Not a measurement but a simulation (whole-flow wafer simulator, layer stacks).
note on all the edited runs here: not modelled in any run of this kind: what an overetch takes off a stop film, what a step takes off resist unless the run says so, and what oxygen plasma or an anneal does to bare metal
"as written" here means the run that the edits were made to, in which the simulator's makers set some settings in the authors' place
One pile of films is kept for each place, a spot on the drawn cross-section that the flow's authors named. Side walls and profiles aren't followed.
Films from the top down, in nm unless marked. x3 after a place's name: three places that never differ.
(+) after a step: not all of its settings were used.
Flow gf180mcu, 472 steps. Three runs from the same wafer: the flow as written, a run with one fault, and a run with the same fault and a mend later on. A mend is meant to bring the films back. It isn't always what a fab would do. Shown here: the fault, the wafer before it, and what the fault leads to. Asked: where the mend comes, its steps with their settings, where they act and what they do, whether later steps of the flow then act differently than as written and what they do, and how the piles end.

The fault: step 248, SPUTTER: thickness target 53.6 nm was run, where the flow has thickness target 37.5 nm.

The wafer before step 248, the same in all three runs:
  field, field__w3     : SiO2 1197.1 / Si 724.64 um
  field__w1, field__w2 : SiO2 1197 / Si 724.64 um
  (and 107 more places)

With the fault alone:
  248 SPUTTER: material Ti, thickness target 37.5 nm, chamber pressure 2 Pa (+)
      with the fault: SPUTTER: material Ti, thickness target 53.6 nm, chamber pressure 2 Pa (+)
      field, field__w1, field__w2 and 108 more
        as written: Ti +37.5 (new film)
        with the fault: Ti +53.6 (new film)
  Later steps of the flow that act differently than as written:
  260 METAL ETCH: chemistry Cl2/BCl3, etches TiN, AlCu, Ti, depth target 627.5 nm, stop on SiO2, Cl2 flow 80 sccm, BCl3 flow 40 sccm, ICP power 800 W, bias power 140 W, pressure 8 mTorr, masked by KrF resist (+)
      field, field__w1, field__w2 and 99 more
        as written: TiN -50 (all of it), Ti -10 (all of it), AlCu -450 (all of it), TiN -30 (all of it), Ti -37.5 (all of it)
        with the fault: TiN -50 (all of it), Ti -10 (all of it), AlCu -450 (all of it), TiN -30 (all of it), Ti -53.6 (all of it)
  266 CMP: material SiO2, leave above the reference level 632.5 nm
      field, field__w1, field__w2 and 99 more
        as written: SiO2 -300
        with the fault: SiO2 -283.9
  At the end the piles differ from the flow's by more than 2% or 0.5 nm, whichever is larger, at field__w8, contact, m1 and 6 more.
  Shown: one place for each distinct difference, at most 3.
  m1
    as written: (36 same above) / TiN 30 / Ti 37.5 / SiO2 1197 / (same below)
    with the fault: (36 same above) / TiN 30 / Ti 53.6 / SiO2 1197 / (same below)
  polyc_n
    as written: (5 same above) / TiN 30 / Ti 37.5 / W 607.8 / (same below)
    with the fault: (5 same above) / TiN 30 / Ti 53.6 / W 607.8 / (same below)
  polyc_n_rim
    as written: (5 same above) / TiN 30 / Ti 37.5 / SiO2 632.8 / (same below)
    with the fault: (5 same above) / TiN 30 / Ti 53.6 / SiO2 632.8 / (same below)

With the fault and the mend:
  The mend comes after step 248.
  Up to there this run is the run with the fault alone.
  248a METAL ETCH: chemistry Cl2/BCl3, etches TiN, AlCu, Ti, depth target 16.1 nm, Cl2 flow 80 sccm, BCl3 flow 40 sccm, ICP power 800 W, bias power 140 W, pressure 8 mTorr
      field, field__w1, field__w2 and 108 more
        Ti -16.1
  No later step of the flow acts differently than as written at any place that is followed.
  At the end the piles are the same as the flow's at every place that both follow.
